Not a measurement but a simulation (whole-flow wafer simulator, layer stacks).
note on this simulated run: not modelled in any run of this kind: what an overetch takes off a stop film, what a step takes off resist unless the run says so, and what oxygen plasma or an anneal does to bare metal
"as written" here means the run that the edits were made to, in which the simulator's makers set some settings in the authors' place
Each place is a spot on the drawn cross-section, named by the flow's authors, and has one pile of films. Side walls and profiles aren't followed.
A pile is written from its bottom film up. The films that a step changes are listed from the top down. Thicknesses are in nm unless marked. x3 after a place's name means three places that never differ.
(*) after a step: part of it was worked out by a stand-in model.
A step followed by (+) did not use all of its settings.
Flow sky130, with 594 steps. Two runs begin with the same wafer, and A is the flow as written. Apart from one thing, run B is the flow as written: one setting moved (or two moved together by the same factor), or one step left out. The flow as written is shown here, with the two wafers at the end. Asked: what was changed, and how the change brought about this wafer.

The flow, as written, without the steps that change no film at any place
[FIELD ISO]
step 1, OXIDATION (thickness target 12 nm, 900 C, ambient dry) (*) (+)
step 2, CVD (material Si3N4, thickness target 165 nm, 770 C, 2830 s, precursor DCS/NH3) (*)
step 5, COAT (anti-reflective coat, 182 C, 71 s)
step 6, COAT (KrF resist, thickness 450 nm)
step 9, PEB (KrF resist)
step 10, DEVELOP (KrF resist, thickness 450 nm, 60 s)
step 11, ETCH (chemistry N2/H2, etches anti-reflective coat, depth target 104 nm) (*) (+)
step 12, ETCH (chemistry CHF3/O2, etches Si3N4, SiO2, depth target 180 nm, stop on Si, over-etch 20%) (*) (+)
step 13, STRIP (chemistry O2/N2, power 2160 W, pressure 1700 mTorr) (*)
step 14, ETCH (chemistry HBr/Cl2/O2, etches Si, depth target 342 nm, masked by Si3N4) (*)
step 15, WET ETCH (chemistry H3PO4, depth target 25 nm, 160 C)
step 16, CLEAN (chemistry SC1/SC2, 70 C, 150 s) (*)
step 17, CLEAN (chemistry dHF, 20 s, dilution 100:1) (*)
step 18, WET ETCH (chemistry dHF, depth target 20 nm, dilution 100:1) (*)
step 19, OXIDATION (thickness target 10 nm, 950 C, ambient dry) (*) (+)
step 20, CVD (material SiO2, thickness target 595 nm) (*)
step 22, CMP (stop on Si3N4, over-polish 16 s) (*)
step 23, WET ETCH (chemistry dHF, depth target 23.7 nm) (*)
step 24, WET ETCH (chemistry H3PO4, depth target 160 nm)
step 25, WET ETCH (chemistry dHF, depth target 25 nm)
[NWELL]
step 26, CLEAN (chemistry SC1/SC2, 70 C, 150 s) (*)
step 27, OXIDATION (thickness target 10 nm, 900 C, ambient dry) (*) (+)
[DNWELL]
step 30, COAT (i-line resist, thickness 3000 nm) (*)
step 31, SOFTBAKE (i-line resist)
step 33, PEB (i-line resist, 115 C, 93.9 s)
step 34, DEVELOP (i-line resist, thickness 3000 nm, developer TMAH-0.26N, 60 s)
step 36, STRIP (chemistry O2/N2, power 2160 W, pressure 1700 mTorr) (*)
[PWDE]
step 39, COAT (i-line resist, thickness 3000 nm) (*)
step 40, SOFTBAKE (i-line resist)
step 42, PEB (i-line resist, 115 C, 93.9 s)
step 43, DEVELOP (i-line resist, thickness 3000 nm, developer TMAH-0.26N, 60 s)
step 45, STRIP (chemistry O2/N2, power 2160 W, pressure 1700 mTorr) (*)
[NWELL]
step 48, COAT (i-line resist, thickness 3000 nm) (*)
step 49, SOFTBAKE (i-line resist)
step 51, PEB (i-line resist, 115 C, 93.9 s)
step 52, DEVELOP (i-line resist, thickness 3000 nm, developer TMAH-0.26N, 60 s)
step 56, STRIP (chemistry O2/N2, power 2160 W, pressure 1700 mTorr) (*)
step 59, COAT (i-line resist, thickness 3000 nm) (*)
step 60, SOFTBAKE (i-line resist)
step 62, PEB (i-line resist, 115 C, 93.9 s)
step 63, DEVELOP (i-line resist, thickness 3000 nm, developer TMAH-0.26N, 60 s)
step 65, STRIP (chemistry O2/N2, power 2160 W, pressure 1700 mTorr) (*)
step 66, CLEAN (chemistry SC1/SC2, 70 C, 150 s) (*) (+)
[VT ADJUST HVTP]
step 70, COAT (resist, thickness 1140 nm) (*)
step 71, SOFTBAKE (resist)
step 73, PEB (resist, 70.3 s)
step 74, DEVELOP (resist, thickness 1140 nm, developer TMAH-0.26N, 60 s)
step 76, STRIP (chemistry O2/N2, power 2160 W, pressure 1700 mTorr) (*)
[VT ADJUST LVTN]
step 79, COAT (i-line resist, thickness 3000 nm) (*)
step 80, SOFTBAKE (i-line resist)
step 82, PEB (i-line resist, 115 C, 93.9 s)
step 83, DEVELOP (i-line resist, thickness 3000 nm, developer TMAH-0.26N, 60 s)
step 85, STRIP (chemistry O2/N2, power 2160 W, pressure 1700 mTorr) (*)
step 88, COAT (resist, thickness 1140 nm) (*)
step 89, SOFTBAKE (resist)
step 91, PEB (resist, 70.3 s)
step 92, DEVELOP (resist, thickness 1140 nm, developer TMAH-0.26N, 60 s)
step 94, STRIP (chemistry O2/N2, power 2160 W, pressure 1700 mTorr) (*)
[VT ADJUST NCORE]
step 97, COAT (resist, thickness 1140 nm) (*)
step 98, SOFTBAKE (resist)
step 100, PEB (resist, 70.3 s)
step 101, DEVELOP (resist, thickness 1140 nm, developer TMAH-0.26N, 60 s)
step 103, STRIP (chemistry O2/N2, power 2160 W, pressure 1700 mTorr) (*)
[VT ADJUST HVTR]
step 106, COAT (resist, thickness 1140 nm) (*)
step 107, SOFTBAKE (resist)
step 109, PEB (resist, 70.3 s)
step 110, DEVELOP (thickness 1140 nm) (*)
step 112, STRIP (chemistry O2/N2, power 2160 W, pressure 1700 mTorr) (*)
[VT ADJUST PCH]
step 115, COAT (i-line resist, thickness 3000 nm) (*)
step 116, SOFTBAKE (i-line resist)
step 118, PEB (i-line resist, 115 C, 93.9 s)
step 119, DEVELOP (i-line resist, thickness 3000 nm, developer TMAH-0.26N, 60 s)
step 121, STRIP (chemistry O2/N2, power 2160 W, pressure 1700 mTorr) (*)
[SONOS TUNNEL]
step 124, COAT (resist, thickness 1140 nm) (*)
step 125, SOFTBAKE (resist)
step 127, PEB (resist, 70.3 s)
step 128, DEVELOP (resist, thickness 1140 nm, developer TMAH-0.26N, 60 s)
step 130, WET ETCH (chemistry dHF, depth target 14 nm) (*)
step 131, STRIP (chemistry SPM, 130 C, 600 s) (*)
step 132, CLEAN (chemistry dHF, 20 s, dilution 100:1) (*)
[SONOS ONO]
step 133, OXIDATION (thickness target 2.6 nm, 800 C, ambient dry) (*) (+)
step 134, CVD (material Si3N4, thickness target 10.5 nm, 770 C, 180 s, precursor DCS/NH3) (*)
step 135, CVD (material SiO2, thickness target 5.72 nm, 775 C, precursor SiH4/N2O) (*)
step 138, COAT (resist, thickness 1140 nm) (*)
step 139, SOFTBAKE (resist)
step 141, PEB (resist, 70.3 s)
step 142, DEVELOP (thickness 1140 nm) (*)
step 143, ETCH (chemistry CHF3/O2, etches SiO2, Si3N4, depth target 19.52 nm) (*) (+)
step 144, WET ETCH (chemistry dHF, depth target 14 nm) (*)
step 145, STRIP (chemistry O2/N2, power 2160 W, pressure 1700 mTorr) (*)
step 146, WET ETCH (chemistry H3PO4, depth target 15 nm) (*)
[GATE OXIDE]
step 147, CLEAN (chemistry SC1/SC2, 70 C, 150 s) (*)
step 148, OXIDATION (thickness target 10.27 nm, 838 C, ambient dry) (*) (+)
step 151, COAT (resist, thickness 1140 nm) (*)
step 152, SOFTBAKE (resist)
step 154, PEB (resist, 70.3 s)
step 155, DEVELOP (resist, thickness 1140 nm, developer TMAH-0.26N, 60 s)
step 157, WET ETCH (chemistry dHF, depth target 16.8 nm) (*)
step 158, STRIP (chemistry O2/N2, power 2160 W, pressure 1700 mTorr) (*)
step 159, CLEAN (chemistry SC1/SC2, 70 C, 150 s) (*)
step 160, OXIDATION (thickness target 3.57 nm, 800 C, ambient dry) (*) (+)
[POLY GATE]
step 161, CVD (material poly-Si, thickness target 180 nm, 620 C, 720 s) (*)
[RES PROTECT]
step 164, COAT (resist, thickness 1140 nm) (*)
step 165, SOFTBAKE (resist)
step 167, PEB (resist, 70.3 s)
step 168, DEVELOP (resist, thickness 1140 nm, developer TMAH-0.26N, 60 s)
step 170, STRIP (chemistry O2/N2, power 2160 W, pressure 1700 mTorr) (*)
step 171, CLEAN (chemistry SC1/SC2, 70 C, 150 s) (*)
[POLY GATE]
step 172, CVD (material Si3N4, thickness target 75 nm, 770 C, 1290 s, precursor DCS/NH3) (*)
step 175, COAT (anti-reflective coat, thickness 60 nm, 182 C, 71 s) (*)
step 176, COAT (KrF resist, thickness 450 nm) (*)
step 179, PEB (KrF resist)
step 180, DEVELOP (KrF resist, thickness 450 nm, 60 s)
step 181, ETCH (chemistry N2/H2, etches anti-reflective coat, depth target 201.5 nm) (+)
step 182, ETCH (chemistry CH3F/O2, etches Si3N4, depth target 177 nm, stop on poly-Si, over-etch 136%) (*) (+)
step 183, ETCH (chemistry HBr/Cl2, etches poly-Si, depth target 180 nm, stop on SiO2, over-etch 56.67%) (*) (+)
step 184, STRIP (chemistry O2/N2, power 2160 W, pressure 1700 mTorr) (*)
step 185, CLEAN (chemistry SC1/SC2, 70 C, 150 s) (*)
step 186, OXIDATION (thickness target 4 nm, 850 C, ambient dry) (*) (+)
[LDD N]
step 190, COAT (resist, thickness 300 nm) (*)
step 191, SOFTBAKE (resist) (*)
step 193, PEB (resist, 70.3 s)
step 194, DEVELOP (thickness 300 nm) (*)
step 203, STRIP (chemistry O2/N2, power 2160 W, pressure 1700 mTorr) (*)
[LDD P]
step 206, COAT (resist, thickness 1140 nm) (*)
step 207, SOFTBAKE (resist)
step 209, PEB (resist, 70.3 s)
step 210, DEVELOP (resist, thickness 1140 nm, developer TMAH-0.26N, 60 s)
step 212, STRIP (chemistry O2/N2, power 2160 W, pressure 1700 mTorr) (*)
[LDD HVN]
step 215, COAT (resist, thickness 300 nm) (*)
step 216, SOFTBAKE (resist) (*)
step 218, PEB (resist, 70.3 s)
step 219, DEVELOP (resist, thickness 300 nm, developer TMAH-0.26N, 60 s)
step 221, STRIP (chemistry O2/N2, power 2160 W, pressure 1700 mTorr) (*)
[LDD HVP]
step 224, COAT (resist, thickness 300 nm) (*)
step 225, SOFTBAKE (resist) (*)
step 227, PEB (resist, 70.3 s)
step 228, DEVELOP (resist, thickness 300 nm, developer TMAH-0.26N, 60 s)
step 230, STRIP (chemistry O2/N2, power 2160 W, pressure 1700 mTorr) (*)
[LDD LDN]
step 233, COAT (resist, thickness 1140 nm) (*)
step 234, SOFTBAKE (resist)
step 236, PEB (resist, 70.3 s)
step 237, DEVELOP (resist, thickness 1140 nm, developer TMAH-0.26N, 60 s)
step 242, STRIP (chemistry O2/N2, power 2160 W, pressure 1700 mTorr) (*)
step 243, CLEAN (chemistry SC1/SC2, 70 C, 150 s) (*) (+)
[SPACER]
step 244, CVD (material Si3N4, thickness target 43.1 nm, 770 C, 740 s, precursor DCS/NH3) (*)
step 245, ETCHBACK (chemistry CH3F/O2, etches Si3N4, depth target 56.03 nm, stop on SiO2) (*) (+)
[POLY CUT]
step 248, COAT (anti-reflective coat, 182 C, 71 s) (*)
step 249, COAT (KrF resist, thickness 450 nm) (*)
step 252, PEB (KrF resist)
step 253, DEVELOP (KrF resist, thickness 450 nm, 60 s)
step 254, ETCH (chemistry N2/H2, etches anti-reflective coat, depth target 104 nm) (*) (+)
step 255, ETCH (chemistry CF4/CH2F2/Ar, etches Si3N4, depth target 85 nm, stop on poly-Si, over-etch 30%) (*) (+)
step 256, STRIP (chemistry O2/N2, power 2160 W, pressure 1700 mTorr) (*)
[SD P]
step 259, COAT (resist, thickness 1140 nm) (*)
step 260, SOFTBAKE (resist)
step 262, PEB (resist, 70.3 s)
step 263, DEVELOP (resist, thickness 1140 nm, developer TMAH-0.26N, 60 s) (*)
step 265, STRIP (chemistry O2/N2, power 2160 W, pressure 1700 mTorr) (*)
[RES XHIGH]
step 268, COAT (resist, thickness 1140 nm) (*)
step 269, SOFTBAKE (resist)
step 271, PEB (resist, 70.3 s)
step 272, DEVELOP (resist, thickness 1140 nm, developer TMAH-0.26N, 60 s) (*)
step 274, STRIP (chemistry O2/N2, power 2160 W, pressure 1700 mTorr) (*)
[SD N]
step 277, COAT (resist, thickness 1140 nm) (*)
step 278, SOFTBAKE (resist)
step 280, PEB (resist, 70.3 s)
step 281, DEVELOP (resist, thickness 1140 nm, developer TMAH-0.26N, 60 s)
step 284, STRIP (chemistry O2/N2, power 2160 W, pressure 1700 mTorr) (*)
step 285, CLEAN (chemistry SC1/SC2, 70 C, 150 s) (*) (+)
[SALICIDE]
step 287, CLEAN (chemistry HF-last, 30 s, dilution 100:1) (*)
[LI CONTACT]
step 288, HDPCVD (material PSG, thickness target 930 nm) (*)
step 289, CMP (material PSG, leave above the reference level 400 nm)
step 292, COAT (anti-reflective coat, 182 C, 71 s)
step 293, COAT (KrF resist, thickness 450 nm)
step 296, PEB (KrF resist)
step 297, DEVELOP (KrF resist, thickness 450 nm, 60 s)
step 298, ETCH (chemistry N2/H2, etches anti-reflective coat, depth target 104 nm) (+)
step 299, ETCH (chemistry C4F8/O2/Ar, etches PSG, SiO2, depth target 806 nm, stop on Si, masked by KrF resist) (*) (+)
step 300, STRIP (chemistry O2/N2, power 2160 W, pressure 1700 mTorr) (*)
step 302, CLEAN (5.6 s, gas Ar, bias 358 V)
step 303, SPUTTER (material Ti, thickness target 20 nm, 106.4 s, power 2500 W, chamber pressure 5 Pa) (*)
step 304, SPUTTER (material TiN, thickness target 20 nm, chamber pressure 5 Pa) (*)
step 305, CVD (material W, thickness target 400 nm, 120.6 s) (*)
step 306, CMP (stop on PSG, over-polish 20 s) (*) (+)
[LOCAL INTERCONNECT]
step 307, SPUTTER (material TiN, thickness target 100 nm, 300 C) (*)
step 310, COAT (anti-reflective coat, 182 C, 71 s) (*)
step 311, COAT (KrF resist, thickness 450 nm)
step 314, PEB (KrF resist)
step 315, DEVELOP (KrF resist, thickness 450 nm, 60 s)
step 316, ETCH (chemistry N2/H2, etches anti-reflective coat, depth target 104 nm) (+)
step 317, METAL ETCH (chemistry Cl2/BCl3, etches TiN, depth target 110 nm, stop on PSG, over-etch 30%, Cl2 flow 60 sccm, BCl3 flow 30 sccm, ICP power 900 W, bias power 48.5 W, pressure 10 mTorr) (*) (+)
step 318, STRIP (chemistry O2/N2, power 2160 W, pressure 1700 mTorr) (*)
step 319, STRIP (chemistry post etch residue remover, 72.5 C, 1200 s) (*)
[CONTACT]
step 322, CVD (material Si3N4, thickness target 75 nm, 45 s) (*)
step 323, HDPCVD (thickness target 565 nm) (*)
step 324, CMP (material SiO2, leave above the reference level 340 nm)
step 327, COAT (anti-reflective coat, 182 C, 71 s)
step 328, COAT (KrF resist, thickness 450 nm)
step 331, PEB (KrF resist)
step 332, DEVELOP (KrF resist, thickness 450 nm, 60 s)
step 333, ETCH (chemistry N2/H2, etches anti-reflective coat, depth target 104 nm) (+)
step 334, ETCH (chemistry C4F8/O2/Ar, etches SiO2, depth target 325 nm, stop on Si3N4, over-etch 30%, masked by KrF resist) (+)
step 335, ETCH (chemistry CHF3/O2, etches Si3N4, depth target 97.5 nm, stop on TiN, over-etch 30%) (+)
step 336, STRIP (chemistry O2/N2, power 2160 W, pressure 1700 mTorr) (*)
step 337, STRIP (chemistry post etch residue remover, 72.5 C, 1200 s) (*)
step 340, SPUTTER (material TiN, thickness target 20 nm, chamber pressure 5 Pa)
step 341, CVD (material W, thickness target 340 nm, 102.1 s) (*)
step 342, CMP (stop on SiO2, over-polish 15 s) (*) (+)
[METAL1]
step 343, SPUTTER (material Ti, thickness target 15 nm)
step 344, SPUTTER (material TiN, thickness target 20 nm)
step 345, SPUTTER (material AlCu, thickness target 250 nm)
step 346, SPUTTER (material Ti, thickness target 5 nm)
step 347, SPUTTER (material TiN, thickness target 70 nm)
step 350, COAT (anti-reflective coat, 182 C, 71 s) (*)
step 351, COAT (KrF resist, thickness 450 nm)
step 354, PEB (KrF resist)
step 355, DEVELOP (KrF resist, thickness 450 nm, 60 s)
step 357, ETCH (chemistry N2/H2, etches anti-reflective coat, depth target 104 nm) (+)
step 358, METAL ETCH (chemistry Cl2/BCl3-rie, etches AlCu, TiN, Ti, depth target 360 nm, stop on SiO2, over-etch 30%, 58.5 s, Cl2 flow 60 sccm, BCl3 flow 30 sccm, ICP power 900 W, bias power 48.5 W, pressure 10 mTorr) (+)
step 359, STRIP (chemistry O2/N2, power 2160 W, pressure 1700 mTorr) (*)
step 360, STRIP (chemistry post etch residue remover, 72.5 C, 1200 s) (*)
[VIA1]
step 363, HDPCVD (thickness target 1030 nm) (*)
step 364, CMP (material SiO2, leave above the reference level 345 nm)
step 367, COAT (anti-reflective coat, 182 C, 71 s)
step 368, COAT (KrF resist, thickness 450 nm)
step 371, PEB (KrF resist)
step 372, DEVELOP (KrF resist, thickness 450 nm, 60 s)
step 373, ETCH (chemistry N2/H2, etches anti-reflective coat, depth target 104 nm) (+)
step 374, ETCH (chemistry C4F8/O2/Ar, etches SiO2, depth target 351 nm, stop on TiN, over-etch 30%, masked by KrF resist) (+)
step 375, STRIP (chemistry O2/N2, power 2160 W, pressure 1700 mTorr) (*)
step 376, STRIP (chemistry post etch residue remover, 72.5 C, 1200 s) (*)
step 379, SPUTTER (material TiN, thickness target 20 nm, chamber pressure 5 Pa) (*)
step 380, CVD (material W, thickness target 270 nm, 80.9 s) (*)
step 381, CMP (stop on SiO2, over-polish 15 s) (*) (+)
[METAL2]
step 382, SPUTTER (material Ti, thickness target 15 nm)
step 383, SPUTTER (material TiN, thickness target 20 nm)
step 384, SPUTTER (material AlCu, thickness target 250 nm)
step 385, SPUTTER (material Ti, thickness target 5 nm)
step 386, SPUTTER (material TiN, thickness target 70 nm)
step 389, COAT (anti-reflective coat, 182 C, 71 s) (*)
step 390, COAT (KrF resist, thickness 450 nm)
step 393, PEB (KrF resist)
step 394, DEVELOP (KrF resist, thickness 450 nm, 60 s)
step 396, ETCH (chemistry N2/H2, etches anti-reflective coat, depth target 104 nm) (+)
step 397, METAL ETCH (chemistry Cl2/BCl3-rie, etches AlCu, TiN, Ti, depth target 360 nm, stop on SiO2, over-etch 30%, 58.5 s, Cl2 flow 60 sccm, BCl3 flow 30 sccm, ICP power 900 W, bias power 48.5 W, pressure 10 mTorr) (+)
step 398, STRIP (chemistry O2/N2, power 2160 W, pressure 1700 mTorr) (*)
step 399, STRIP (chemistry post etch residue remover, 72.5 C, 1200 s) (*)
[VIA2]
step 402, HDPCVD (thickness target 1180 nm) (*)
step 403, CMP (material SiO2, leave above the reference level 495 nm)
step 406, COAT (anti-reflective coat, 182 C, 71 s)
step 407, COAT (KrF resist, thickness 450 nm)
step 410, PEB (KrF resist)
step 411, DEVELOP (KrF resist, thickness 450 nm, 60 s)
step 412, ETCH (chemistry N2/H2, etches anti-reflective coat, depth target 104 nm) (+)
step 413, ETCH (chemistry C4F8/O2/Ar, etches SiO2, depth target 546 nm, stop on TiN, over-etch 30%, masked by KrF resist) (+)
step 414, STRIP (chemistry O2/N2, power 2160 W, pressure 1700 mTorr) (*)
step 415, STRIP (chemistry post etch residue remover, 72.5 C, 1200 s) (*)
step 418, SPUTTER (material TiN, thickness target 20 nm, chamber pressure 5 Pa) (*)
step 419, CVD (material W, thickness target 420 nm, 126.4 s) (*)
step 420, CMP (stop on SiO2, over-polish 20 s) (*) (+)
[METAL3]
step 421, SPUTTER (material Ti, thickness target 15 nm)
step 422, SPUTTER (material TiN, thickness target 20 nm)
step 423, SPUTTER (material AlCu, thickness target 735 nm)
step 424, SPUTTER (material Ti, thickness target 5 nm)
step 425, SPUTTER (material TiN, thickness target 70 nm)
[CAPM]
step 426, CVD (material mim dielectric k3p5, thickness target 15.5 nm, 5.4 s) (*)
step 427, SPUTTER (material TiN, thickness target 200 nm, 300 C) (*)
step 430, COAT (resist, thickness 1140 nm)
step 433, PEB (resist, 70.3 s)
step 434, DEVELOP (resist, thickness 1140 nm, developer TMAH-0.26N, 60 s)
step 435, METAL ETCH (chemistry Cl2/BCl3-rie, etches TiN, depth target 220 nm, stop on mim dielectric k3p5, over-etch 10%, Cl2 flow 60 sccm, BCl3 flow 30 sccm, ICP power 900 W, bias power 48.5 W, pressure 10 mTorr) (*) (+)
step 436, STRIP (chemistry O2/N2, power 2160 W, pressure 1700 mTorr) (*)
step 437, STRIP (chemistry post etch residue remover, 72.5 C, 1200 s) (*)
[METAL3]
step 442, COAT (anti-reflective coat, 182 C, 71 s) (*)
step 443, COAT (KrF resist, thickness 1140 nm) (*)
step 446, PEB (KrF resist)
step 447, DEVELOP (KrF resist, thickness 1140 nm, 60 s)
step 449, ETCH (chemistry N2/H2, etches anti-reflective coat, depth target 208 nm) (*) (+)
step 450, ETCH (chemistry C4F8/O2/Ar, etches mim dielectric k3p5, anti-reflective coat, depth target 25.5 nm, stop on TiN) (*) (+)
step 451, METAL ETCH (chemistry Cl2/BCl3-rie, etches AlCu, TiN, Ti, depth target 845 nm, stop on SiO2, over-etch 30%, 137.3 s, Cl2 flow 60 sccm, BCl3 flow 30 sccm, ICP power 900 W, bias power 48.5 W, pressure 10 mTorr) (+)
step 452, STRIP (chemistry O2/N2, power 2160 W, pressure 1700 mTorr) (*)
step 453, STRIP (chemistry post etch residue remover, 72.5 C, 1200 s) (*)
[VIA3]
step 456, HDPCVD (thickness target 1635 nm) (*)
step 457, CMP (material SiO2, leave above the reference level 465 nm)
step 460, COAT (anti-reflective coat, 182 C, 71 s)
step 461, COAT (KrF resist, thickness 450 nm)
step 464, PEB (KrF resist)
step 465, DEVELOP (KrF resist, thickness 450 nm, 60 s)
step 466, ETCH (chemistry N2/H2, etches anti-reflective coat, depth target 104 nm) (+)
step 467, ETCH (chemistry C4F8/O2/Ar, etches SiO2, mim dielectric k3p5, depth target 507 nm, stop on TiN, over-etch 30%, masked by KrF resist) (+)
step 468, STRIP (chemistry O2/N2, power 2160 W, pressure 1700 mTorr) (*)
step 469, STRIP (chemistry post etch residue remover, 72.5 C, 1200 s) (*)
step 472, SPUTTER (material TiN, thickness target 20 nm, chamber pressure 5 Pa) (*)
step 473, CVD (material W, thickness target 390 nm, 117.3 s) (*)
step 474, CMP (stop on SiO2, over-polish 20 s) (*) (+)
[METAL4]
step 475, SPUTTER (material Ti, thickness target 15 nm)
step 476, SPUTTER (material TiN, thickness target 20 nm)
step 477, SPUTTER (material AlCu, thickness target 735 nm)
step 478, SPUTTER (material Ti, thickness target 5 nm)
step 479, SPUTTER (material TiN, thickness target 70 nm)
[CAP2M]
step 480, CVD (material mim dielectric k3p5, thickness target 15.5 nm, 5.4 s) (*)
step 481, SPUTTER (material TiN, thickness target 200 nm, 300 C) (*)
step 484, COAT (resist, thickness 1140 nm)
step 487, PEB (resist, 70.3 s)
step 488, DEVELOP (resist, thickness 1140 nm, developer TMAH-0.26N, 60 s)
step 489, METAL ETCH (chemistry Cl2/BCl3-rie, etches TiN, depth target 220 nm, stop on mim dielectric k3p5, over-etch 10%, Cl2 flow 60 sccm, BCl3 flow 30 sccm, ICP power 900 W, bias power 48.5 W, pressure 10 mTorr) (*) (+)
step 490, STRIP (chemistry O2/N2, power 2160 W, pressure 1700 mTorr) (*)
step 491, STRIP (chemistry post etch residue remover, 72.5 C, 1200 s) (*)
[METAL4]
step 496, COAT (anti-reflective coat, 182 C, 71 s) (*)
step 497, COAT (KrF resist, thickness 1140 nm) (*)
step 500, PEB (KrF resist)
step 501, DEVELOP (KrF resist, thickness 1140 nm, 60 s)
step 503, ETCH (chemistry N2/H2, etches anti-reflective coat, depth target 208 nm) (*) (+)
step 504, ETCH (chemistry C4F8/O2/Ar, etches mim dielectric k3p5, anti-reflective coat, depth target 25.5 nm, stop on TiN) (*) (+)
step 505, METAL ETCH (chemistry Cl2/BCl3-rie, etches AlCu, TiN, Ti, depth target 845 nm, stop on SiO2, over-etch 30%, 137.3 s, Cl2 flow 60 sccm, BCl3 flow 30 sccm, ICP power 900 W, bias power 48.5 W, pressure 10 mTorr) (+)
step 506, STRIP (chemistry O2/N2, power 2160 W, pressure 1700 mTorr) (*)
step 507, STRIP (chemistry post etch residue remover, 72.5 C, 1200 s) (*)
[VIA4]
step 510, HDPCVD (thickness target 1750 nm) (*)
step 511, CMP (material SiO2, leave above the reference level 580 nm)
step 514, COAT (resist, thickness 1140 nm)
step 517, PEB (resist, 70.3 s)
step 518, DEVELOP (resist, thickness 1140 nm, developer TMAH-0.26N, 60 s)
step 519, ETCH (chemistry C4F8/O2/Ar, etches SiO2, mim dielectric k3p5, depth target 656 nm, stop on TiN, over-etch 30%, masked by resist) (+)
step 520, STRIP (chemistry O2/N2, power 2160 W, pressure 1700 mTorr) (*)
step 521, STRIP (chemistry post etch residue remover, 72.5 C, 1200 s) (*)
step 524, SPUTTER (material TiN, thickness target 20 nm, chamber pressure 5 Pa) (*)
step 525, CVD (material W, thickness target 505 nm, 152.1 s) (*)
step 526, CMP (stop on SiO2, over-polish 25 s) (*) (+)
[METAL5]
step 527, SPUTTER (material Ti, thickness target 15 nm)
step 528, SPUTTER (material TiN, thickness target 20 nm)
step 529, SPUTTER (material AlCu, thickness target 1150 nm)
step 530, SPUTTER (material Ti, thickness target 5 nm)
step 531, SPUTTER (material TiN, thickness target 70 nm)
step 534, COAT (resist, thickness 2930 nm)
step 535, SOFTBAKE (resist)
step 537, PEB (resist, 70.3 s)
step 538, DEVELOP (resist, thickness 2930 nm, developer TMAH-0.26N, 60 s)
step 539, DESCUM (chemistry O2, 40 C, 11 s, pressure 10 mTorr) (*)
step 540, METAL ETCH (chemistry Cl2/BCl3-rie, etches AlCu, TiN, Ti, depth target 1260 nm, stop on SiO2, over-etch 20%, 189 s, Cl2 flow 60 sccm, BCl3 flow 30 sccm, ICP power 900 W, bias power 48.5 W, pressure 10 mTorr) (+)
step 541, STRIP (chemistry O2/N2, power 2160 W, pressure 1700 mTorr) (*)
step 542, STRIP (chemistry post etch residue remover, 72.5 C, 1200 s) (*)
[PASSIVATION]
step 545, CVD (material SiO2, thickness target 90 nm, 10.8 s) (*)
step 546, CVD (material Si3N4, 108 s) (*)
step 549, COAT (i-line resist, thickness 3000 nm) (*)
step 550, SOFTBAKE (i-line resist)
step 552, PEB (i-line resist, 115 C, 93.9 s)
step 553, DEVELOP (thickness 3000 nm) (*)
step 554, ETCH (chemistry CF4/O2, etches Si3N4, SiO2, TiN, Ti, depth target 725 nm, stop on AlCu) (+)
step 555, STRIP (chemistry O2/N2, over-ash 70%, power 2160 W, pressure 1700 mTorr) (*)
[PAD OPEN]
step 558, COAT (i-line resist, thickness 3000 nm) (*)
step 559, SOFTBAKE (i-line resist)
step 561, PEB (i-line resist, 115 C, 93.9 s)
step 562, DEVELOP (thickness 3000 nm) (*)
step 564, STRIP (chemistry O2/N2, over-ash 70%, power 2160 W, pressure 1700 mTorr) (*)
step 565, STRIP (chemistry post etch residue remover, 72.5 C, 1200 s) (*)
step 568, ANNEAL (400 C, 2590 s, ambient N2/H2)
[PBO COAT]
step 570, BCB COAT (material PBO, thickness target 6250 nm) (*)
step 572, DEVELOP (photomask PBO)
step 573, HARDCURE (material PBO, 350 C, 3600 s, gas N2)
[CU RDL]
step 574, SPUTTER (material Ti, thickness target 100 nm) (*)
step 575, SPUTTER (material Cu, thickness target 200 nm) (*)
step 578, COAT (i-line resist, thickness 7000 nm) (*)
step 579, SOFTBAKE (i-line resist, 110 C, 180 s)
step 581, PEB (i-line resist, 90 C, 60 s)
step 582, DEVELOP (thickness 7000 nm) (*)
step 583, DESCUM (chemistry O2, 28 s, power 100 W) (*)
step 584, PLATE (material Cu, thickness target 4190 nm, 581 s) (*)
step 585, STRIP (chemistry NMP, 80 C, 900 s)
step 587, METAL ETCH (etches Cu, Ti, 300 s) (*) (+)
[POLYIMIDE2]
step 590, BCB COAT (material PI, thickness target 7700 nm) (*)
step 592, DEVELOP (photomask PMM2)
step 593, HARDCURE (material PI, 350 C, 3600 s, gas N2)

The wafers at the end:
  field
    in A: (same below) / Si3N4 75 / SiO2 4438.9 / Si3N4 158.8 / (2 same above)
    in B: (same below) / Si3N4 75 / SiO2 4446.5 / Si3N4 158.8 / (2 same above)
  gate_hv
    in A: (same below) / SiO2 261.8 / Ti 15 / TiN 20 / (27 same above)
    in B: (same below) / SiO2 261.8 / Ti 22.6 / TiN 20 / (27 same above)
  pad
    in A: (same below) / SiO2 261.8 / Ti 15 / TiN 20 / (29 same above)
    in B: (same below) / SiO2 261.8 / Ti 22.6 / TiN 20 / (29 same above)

What caused this: step 343, SPUTTER: thickness target 22.6 nm was run, though the flow has thickness target 15 nm.
The wafer lets one read it off: gate_hv has Ti 22.6, and step 343 as written asks for 15 nm.

How this came from the change, step by step:
  step 343, SPUTTER (material Ti, thickness target 15 nm)
      field, active, n_well and 188 more: A Ti gains 15 (new film) | B Ti gains 22.6 (new film)
  step 358, METAL ETCH (chemistry Cl2/BCl3-rie, etches AlCu, TiN, Ti, depth target 360 nm, stop on SiO2, over-etch 30%, 58.5 s, Cl2 flow 60 sccm, BCl3 flow 30 sccm, ICP power 900 W, bias power 48.5 W, pressure 10 mTorr) (+)
      field, active, gate and 81 more: A TiN loses 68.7 (all of it), Ti loses 5 (all of it), AlCu loses 250 (all of it), TiN loses 20 (all of it), Ti loses 15 (all of it), SiO2 loses 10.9 | B TiN loses 68.7 (all of it), Ti loses 5 (all of it), AlCu loses 250 (all of it), TiN loses 20 (all of it), Ti loses 22.6 (all of it), SiO2 loses 10.2
